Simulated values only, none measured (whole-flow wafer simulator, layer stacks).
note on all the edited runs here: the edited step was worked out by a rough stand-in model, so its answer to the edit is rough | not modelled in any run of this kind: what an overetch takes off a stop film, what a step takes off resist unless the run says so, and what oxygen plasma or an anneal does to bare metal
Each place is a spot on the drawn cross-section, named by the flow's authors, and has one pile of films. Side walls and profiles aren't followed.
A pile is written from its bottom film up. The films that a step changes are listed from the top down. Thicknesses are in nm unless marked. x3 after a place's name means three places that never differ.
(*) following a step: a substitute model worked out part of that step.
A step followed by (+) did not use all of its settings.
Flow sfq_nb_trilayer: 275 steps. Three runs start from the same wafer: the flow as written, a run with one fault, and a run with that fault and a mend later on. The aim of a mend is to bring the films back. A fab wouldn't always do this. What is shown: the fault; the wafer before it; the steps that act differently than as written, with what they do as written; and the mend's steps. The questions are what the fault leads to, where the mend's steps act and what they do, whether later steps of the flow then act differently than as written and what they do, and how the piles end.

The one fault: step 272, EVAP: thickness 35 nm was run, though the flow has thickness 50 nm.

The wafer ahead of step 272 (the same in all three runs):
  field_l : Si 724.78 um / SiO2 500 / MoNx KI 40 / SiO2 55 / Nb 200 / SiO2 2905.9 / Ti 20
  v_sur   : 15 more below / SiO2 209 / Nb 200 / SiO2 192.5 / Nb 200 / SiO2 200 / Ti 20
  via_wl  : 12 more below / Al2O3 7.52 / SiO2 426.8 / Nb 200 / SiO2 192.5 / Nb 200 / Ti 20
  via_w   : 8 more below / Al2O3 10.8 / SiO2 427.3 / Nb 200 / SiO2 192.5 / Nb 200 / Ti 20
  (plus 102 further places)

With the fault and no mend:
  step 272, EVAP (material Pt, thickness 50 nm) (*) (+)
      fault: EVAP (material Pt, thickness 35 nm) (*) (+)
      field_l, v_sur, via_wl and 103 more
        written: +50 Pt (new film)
        fault: +35 Pt (new film)
  Later steps of the flow acting differently than as written:
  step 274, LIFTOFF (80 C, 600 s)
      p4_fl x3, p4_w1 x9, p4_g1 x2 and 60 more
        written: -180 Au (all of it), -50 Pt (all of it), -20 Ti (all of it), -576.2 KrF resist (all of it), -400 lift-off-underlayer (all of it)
        fault: -180 Au (all of it), -35 Pt (all of it), -20 Ti (all of it), -576.2 KrF resist (all of it), -400 lift-off-underlayer (all of it)
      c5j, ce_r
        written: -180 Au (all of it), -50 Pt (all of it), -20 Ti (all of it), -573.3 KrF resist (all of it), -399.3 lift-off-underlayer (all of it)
        fault: -180 Au (all of it), -35 Pt (all of it), -20 Ti (all of it), -573.3 KrF resist (all of it), -399.3 lift-off-underlayer (all of it)
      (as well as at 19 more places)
  By the end, the piles at field_l, v_sur, via_wl and 8 more depart from the flow's by more than 2% or 0.5 nm, whichever is larger.
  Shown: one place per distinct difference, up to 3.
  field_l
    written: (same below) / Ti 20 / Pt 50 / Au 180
    fault: (same below) / Ti 20 / Pt 35 / Au 180

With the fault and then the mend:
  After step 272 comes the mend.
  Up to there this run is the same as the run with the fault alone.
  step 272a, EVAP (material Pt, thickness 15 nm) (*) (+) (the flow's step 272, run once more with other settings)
      field_l, v_sur, via_wl and 103 more
        +15 Pt
  Later steps of the flow that are run all act as written at every place that is followed.
  At every place that both follow, the piles at the end match the flow's.
